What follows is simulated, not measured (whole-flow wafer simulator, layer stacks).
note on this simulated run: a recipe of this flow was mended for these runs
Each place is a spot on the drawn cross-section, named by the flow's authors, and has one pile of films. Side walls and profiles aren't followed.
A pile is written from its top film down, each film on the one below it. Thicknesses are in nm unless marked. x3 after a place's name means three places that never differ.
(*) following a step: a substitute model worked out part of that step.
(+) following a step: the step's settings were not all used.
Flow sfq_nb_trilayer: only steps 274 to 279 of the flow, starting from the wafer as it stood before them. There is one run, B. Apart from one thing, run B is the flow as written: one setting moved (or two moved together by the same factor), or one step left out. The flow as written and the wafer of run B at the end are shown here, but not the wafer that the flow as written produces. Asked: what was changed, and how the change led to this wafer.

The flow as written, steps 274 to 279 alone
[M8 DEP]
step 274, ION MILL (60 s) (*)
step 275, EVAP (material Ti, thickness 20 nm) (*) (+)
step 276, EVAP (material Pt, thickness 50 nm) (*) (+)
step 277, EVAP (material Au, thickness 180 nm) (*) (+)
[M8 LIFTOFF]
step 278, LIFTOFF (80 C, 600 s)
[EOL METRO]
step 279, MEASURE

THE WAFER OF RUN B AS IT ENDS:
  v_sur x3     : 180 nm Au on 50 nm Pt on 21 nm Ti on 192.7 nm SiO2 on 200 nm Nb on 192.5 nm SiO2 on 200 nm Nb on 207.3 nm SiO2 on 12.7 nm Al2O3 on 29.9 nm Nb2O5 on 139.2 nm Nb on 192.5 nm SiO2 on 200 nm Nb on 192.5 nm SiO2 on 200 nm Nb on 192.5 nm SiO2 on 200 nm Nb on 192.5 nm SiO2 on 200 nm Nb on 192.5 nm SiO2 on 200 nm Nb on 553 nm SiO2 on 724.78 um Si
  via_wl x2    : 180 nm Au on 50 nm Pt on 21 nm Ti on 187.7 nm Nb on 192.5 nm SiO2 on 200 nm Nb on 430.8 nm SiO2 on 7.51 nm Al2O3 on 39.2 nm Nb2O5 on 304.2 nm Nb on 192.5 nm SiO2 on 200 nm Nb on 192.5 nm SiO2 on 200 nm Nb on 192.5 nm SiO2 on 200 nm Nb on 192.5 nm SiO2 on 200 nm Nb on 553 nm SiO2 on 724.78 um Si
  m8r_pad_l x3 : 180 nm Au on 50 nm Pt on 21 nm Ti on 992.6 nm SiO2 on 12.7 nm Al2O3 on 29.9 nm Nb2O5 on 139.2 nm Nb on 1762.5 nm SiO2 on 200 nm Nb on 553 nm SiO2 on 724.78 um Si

Cause: step 275, EVAP: thickness 21 nm was run, whereas the flow has thickness 20 nm.
The wafer lets one read it off: v_sur x3 has Ti 21, and step 275 as written asks for 20 nm.

The path from the change to this, step by step:
  step 275, EVAP (material Ti, thickness 20 nm) (*) (+)
      field_l, v_sur x3, via_wl x2 and 100 more: Ti gains 21 (new film) (as written it would have been: Ti gains 20 (new film))
  step 278, LIFTOFF (80 C, 600 s)
      p4_fl x5, p4_w1 x9, p3_s0 x11 and 49 more: Au loses 180 (all of it), Pt loses 50 (all of it), Ti loses 21 (all of it), KrF-resist-other-grade loses 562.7 (all of it), lift-off-underlayer loses 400 (all of it) (as written it would have been: Au loses 180 (all of it), Pt loses 50 (all of it), Ti loses 20 (all of it), KrF-resist-other-grade loses 562.7 (all of it), lift-off-underlayer loses 400 (all of it))
      r_sur, res, r_end: Au loses 180 (all of it), Pt loses 50 (all of it), Ti loses 21 (all of it), KrF-resist-other-grade loses 559.9 (all of it), lift-off-underlayer loses 399.5 (all of it) (as written it would have been: Au loses 180 (all of it), Pt loses 50 (all of it), Ti loses 20 (all of it), KrF-resist-other-grade loses 559.9 (all of it), lift-off-underlayer loses 399.5 (all of it))
      (and at 18 other places as well)
